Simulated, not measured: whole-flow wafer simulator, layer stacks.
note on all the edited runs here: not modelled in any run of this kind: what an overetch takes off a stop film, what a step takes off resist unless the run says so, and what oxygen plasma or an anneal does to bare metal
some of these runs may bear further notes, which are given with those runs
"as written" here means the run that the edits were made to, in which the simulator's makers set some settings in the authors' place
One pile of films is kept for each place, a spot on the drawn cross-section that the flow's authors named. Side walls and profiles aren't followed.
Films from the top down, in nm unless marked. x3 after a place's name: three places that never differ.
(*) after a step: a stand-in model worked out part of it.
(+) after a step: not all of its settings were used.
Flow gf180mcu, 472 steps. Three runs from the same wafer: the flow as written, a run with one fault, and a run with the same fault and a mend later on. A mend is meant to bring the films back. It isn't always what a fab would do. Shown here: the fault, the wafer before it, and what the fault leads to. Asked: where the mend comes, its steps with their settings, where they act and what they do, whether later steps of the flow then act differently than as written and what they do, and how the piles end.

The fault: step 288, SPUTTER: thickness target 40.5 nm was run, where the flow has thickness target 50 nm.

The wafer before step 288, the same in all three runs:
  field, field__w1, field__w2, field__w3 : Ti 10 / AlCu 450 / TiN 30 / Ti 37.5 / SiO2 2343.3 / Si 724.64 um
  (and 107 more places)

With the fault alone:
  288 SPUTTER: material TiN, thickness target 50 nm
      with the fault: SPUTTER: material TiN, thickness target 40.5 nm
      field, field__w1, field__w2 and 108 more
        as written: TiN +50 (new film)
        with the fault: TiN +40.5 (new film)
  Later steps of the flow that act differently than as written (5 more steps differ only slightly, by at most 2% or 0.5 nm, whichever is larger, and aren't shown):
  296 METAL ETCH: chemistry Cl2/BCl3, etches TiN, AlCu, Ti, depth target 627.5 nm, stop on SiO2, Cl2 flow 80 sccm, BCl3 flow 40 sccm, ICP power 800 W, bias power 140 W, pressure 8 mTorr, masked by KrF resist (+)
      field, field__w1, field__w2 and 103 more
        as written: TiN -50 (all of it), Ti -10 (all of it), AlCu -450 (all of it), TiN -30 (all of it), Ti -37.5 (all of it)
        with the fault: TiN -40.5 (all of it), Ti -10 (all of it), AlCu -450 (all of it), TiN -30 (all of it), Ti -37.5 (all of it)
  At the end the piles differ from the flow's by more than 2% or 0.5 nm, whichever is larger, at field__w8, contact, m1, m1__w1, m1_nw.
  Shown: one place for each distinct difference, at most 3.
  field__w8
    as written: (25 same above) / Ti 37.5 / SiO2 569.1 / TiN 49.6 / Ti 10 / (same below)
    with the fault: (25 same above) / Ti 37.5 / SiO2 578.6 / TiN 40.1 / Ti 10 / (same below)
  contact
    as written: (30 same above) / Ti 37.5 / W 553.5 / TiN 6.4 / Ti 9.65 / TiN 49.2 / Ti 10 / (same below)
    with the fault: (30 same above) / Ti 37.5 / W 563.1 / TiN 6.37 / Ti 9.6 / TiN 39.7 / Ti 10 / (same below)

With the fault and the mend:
  The mend comes after step 295.
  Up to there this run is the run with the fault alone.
  295a STRIP: chemistry O2/N2, power 2160 W, pressure 1700 mTorr (*)
      field__w8, contact, m1, m1__w1, m1_nw
        KrF resist -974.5 (all of it)
  295b SPUTTER: material TiN, thickness target 9.5 nm (the flow's step 288 once more, with other settings)
      field, field__w1, field__w2 and 108 more
        TiN +9.5
  295c HMDS: 120 C, 60 s (the flow's step 290 once more)
      changes no film at any place that is followed
  295d COAT: KrF resist, thickness 1000 nm (the flow's step 291 once more)
      field, field__w1, field__w2 and 108 more
        KrF resist +1000 (new film)
  295e SOFTBAKE: KrF resist (the flow's step 292 once more)
      changes no film at any place that is followed
  295f EXPOSE: photomask Metal2 (the flow's step 293 once more)
      changes no film at any place that is followed
  295g PEB: KrF resist, 135 C, 90 s (the flow's step 294 once more)
      field, field__w1, field__w2 and 108 more
        KrF resist -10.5
  295h DEVELOP: thickness 1000 nm, 60 s (the flow's step 295 once more)
      field, field__w1, field__w2 and 103 more
        KrF resist -989.5 (all of it)
      field__w8, contact, m1, m1__w1, m1_nw
        KrF resist -14.9
  No later step of the flow acts differently than as written at any place that is followed.
  At the end the piles are the same as the flow's at every place that both follow.
